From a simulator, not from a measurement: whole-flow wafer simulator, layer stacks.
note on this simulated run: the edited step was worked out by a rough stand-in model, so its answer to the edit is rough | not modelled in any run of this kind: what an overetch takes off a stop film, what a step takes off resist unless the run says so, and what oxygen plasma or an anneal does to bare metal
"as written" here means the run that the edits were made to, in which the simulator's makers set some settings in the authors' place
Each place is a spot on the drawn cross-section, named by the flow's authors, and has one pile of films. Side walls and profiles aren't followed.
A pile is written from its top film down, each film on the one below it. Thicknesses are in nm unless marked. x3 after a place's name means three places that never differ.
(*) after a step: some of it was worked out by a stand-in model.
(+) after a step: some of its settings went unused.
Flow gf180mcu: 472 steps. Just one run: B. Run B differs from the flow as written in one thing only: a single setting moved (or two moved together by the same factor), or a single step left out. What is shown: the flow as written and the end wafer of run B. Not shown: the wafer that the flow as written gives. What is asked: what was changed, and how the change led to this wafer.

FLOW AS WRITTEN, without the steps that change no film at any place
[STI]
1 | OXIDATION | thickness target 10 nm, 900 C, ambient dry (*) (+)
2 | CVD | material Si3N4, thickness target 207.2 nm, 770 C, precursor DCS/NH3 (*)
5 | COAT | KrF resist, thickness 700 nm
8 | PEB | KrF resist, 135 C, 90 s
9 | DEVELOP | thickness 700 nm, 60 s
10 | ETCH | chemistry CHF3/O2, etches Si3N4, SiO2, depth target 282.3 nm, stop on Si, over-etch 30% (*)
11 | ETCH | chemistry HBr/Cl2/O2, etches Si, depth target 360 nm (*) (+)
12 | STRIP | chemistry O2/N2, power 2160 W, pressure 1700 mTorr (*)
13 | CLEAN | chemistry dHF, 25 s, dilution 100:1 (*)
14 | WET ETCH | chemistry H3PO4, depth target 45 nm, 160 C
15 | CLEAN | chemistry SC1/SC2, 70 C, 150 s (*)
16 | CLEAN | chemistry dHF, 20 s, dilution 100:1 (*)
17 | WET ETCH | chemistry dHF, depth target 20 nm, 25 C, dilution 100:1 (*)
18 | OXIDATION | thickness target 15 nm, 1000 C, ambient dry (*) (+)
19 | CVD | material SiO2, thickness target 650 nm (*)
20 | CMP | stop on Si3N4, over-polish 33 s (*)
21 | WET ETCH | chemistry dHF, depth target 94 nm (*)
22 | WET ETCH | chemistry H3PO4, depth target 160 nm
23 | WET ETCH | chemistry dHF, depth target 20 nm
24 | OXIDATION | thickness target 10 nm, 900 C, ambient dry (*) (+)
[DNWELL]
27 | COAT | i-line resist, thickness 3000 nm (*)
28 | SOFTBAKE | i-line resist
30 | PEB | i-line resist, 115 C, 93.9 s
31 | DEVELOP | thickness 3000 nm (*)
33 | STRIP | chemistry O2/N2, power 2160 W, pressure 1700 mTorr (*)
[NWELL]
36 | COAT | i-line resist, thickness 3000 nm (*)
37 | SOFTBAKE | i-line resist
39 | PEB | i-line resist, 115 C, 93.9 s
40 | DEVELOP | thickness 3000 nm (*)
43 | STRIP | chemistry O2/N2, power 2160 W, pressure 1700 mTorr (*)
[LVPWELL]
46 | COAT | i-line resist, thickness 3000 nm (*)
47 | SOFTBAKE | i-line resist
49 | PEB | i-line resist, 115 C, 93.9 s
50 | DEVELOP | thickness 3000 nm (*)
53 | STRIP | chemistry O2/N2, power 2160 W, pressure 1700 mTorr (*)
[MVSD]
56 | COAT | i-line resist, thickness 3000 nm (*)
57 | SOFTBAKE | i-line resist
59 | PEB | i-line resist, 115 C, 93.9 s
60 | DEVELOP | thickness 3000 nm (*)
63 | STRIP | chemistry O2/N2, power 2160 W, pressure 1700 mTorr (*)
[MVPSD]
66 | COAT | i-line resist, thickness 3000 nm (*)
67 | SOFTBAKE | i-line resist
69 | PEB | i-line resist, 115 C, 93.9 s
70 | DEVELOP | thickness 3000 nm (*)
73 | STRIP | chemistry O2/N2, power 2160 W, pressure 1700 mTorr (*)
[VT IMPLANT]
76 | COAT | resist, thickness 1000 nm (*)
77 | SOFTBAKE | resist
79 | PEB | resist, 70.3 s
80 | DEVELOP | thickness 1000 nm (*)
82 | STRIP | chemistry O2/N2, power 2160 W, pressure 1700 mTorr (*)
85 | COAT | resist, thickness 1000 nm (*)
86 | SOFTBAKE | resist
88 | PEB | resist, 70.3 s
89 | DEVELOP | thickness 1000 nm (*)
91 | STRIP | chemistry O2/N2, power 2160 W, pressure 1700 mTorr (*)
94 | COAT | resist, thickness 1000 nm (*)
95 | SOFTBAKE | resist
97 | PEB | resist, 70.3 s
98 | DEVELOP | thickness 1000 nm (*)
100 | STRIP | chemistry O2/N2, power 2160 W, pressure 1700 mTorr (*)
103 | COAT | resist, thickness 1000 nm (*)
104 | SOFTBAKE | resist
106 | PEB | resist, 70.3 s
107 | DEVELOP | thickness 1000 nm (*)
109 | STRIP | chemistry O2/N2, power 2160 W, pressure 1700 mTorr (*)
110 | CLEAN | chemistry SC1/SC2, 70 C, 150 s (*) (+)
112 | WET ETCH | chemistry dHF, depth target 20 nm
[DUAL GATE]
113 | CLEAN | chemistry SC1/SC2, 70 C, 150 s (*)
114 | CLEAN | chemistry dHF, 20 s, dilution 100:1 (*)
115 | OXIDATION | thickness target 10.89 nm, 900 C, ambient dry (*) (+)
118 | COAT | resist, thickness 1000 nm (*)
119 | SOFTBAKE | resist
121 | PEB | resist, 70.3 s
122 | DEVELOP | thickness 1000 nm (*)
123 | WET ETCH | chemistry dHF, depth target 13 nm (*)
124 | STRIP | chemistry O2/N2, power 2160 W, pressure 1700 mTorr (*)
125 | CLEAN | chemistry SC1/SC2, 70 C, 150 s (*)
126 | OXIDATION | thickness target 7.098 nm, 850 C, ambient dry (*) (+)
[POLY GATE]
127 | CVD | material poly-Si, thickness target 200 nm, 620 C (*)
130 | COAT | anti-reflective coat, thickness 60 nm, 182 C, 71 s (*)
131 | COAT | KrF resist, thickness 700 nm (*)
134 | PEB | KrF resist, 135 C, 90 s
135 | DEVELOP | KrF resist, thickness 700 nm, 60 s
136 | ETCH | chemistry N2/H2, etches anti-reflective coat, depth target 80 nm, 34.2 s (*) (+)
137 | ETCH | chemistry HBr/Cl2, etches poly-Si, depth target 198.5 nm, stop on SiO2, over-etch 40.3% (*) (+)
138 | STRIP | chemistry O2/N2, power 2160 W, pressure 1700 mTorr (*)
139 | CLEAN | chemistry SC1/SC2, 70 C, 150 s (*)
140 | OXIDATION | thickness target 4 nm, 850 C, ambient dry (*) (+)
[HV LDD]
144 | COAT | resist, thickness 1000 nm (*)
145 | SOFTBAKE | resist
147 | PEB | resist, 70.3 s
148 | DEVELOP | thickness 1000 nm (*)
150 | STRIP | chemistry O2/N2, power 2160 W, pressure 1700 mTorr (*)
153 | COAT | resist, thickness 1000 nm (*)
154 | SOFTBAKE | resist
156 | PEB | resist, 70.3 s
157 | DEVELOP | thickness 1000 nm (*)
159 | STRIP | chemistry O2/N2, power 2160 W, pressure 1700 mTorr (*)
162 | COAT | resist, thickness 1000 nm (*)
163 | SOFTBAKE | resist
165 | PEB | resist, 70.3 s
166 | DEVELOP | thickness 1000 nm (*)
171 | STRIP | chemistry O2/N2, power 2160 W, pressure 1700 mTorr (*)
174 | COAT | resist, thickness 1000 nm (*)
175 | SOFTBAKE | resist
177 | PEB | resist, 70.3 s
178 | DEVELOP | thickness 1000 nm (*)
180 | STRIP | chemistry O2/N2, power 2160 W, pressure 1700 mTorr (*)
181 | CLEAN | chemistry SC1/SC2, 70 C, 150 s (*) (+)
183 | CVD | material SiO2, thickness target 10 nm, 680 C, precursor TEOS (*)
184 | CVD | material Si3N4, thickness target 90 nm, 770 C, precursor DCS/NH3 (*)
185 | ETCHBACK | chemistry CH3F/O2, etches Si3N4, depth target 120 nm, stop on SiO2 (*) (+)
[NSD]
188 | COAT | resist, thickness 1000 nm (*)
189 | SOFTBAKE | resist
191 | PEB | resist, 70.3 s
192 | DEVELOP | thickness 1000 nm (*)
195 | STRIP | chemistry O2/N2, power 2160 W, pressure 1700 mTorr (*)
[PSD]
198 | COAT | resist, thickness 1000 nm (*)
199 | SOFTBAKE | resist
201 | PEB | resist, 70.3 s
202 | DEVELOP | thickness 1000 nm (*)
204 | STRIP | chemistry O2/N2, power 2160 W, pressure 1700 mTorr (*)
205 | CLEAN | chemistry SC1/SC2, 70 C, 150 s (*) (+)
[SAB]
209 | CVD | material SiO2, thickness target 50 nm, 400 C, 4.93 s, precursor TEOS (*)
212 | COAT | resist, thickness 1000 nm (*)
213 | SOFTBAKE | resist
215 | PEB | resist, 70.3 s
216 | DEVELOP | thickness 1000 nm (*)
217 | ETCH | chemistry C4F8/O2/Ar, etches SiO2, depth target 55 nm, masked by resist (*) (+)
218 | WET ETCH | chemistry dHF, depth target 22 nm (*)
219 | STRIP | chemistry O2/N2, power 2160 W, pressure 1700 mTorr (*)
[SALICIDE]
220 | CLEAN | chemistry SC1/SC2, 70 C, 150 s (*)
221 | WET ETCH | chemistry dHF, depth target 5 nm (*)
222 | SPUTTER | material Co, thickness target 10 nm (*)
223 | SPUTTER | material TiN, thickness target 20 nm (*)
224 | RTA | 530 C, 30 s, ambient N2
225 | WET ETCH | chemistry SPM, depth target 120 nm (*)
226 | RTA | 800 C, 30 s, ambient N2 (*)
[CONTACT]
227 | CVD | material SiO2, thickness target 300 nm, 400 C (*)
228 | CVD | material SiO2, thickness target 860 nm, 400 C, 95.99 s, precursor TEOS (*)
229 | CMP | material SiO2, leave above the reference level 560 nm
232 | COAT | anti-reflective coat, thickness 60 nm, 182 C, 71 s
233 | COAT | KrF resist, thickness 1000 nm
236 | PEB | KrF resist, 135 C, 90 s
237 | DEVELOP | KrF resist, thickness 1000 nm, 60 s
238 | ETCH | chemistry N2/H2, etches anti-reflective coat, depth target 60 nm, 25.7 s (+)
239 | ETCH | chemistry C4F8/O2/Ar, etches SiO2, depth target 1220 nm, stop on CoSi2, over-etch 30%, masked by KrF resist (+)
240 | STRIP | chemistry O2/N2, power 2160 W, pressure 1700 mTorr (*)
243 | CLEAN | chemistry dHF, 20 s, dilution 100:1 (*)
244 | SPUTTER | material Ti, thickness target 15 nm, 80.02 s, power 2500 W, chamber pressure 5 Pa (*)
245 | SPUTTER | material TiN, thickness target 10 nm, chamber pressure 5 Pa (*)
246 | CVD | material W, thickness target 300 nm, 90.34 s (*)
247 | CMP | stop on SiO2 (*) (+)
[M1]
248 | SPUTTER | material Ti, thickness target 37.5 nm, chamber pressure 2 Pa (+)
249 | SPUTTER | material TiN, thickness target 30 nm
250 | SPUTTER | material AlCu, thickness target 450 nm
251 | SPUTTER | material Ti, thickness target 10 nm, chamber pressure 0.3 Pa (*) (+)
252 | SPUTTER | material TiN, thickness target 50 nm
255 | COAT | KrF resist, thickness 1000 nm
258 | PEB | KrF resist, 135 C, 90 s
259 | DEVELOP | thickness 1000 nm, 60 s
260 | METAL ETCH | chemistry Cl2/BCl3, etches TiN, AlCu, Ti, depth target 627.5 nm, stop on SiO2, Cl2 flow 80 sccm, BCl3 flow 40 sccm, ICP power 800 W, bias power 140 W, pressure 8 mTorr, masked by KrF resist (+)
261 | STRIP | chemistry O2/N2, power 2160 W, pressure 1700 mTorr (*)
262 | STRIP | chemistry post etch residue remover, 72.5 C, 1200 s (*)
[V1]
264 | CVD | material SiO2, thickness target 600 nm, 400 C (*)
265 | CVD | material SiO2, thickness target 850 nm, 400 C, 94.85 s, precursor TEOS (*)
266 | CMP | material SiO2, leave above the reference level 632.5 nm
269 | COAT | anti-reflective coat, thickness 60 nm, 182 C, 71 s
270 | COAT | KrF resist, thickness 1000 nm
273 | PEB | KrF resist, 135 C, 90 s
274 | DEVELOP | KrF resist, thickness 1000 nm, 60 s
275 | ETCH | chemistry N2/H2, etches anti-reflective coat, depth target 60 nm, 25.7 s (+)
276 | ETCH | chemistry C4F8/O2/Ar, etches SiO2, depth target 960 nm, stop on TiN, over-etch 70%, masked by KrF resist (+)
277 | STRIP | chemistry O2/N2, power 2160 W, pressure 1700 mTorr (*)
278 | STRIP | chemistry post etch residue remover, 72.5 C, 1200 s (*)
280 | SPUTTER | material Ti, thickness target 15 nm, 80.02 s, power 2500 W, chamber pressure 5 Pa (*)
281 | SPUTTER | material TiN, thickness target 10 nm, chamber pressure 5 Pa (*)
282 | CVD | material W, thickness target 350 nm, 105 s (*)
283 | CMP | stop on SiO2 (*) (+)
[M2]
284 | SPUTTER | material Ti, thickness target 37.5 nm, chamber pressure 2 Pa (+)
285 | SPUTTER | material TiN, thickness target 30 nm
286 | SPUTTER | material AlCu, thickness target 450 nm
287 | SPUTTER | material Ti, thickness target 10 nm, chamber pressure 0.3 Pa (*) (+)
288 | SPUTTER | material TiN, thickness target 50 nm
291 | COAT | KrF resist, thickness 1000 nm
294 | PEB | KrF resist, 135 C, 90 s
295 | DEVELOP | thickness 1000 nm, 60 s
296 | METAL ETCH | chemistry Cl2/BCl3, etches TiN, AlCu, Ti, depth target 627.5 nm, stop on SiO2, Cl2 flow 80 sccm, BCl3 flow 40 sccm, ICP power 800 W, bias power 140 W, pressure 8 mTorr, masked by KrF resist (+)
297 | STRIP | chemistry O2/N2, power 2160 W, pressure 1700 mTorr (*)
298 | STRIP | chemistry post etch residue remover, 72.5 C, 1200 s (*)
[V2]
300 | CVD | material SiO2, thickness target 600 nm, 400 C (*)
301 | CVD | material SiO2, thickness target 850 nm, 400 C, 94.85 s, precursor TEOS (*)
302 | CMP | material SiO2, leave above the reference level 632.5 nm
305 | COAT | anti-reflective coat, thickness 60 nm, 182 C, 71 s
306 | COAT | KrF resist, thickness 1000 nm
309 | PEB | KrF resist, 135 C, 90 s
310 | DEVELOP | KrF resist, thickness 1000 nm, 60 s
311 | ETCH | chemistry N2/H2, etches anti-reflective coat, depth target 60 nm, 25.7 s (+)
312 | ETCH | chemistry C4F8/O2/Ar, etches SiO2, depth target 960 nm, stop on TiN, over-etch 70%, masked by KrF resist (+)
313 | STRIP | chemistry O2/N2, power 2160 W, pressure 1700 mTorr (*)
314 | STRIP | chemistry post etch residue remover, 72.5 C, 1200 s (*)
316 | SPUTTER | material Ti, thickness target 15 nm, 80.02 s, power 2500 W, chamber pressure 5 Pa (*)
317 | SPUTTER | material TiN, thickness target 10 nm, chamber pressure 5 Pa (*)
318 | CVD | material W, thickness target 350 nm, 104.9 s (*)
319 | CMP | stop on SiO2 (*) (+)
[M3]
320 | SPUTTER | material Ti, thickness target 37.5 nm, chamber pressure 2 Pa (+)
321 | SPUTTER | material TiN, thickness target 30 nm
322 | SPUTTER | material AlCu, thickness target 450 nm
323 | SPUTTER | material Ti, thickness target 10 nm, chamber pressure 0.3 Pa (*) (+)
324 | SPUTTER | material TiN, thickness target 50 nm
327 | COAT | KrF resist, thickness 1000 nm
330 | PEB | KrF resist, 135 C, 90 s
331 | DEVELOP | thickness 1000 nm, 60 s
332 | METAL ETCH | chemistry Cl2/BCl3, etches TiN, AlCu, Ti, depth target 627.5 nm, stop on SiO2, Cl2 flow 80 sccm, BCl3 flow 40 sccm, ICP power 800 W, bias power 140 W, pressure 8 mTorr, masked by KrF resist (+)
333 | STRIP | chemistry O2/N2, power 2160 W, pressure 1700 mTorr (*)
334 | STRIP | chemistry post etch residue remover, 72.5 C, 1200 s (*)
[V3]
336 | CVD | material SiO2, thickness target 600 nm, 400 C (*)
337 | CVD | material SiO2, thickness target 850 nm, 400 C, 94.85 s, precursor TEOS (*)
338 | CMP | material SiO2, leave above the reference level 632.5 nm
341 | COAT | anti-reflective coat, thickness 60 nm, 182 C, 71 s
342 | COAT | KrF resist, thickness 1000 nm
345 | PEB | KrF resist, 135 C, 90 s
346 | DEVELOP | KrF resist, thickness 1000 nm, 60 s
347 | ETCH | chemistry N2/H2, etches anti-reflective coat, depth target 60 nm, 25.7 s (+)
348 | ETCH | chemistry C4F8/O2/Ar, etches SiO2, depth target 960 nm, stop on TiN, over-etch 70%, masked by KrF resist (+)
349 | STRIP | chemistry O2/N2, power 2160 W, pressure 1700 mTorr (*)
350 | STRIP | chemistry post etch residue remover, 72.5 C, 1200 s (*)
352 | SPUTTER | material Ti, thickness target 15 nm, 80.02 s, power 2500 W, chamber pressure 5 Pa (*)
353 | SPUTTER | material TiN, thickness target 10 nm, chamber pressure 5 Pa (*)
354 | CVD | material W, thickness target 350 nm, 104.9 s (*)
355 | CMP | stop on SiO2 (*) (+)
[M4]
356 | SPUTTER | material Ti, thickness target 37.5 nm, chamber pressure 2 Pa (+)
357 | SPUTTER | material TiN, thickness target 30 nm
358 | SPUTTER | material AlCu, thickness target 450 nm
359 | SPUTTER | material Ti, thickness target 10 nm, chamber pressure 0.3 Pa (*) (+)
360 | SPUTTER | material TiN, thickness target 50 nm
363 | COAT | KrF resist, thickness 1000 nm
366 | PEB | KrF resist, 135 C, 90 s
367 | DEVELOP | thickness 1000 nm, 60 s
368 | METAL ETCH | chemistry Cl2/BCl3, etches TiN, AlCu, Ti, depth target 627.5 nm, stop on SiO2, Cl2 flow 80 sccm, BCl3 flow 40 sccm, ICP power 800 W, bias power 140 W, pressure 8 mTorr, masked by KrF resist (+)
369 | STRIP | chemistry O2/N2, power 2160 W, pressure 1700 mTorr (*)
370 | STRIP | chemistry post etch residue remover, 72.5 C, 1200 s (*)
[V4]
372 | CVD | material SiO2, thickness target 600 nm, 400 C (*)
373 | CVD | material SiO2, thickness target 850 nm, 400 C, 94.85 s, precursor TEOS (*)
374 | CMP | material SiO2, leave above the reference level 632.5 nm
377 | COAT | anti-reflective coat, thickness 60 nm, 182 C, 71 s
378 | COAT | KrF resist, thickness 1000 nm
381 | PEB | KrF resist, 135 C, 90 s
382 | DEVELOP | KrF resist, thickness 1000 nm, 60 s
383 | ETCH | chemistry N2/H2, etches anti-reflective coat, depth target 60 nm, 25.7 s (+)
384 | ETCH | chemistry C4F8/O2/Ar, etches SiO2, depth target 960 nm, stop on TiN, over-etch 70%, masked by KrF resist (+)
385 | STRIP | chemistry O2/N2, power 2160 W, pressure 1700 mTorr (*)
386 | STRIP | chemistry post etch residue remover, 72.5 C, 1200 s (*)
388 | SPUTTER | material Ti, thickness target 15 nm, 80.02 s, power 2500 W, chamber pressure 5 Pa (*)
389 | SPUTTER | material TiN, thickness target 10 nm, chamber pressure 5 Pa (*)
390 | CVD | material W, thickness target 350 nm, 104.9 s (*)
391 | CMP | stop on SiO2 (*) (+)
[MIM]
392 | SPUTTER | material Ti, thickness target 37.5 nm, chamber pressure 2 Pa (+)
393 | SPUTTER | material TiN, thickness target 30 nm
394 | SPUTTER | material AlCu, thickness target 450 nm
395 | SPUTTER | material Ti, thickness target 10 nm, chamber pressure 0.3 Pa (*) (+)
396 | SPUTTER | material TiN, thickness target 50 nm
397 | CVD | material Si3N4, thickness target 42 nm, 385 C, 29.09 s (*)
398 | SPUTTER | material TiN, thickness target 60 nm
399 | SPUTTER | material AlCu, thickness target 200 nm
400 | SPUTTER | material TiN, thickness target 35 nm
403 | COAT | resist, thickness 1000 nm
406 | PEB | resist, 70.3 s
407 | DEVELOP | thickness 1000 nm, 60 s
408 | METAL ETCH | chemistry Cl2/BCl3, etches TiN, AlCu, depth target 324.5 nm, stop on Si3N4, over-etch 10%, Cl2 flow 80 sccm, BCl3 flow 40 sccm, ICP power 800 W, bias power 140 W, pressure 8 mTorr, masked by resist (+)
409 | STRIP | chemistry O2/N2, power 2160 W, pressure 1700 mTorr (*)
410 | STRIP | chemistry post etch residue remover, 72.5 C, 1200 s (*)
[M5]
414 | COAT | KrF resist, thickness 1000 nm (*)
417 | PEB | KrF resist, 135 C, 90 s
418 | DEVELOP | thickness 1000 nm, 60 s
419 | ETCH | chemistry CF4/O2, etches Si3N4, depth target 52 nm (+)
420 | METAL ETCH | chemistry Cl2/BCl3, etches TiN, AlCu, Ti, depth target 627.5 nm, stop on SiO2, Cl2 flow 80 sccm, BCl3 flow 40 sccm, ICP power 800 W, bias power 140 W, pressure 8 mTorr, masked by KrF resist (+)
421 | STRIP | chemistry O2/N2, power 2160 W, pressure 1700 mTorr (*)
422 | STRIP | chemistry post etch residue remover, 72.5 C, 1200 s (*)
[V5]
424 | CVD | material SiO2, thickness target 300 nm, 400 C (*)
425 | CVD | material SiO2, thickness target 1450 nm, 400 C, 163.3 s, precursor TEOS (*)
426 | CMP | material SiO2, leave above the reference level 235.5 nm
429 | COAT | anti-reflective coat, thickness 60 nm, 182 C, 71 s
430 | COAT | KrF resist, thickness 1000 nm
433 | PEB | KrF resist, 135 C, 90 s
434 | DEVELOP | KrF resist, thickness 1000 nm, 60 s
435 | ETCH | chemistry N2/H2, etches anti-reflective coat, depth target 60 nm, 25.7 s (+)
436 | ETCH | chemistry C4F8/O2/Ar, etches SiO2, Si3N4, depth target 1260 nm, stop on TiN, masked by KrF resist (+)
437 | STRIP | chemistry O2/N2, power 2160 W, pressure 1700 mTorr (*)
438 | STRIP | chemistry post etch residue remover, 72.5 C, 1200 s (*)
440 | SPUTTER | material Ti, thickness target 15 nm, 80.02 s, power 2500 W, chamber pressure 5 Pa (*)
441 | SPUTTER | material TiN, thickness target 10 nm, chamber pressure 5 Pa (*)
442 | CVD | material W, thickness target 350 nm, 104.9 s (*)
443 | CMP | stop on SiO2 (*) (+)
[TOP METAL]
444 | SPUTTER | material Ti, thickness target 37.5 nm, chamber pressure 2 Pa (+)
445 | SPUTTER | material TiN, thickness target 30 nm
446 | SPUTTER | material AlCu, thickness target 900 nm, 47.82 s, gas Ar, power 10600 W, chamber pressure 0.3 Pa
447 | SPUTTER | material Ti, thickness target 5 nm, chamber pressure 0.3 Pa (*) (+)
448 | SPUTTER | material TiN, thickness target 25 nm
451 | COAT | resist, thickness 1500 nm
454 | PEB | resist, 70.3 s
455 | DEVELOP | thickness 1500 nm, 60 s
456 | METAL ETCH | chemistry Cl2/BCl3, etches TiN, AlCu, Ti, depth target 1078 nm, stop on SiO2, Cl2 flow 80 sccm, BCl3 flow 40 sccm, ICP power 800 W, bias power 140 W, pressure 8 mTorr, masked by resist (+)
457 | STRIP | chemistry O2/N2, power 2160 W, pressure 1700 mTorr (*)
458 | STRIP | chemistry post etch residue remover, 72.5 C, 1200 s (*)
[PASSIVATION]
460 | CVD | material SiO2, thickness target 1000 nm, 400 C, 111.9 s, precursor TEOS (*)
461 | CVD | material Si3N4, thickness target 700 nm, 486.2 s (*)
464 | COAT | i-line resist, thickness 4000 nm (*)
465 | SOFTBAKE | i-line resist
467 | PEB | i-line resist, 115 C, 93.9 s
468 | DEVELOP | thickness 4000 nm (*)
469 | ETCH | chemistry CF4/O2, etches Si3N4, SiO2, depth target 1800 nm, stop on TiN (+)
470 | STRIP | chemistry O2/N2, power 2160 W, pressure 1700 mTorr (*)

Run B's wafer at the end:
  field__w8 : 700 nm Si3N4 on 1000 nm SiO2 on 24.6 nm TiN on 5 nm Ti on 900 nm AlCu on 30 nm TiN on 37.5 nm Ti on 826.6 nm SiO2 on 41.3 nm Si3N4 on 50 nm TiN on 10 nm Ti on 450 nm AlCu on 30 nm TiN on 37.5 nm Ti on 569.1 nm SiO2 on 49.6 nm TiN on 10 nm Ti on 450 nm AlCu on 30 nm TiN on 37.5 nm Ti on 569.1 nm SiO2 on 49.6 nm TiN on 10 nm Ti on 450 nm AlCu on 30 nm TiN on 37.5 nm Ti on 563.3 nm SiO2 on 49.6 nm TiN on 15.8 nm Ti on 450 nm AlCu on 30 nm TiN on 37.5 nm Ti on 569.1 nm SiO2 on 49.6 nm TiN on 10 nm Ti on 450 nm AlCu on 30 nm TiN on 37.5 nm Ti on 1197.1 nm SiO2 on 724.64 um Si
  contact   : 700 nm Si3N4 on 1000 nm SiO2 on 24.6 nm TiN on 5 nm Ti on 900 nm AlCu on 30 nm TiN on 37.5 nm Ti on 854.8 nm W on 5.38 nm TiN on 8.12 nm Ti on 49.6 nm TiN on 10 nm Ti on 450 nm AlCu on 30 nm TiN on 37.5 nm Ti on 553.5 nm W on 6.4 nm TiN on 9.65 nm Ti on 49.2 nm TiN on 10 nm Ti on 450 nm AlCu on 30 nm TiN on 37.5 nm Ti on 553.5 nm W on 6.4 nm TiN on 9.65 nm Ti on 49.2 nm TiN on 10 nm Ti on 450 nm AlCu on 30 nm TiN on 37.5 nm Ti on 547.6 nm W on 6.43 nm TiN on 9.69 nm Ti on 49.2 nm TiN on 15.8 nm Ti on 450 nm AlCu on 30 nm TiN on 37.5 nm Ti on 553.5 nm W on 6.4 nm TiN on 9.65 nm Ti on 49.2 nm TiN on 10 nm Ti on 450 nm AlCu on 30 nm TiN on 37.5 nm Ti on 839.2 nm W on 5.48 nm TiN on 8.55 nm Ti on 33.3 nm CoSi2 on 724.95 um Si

Cause: step 287, SPUTTER: thickness target 15.8 nm was run, while the flow as written has thickness target 10 nm.
The wafer itself shows it: field__w8 has Ti 15.8, and step 287 as written asks for 10 nm.

How this came from the change, step by step:
  287 | SPUTTER | material Ti, thickness target 10 nm, chamber pressure 0.3 Pa (*) (+)
      field, field__w1, field__w2 and 108 more: +15.8 Ti (new film) (it would be, as written: +10 Ti (new film))
  296 | METAL ETCH | chemistry Cl2/BCl3, etches TiN, AlCu, Ti, depth target 627.5 nm, stop on SiO2, Cl2 flow 80 sccm, BCl3 flow 40 sccm, ICP power 800 W, bias power 140 W, pressure 8 mTorr, masked by KrF resist (+)
      field, field__w1, field__w2 and 103 more: -50 TiN (all of it), -15.8 Ti (all of it), -450 AlCu (all of it), -30 TiN (all of it), -37.5 Ti (all of it) (it would be, as written: -50 TiN (all of it), -10 Ti (all of it), -450 AlCu (all of it), -30 TiN (all of it), -37.5 Ti (all of it))
